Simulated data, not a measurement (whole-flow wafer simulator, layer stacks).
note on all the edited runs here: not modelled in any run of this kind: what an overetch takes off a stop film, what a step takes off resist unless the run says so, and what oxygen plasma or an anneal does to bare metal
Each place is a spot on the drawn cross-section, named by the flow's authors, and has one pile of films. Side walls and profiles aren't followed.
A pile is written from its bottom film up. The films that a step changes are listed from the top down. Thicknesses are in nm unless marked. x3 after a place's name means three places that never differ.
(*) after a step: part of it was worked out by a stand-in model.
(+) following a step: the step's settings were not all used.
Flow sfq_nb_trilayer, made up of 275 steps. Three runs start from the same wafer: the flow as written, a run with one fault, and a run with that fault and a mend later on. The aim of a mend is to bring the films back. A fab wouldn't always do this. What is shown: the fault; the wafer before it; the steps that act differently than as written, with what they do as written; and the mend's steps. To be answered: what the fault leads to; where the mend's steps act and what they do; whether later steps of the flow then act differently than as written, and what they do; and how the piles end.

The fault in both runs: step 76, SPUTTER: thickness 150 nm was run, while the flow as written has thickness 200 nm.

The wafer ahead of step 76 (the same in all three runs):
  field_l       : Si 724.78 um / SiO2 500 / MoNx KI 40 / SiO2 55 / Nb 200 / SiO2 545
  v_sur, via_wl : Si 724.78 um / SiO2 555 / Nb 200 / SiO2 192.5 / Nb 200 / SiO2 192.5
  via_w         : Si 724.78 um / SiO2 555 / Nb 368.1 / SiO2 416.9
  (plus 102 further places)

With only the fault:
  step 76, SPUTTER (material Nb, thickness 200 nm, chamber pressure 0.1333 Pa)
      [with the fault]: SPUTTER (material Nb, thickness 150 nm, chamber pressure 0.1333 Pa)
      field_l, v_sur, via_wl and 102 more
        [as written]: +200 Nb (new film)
        [with the fault]: +150 Nb (new film)
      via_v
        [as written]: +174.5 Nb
        [with the fault]: +131.5 Nb
  Steps further on in the flow that do not act as written (not shown: 5 more steps that differ only slightly, by at most 2% or 0.5 nm, whichever is larger):
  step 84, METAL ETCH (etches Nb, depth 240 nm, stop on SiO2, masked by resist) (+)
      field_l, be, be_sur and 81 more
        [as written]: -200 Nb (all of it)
        [with the fault]: -150 Nb (all of it)
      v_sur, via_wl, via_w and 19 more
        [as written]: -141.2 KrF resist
        [with the fault]: -132.4 KrF resist
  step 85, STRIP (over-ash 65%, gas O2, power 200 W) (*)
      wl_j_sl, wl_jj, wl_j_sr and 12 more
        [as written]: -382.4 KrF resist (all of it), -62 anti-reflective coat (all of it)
        [with the fault]: -391.2 KrF resist (all of it), -62 anti-reflective coat (all of it)
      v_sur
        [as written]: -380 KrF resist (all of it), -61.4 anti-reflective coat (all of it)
        [with the fault]: -388.9 KrF resist (all of it), -61.4 anti-reflective coat (all of it)
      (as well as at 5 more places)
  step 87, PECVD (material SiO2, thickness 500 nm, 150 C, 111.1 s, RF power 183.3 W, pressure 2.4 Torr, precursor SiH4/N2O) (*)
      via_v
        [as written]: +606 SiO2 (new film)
        [with the fault]: +593.6 SiO2 (new film)
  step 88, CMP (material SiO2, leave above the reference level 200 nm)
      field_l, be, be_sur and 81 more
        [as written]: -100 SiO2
        [with the fault]: -150 SiO2
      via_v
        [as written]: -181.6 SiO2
        [with the fault]: -176.1 SiO2
  The piles end different from the flow's at v_sur, via_wl, via_w and 78 more by more than 2% or 0.5 nm, whichever is larger.
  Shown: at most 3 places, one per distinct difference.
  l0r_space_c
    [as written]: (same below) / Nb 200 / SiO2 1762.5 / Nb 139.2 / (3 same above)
    [with the fault]: (same below) / Nb 200 / SiO2 1712.5 / Nb 139.2 / (3 same above)
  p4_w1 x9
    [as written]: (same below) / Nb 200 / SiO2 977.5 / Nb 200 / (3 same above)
    [with the fault]: (same below) / Nb 200 / SiO2 927.5 / Nb 200 / (3 same above)
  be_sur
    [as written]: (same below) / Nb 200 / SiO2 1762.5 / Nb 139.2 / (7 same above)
    [with the fault]: (same below) / Nb 200 / SiO2 1712.5 / Nb 139.2 / (7 same above)

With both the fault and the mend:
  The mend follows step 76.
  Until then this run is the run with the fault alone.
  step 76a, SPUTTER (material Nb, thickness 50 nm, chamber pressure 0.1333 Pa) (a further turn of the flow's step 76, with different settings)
      field_l, v_sur, via_wl and 102 more
        +50 Nb
      via_v
        +39.5 Nb
  None of the later steps of the flow differs from how it acts as written, at any place that is followed, by more than 2% or 0.5 nm, whichever is larger.
  When the end is reached, the piles differ only a little from the flow's at the places that both follow, at most by 2% or 0.5 nm, whichever is larger.
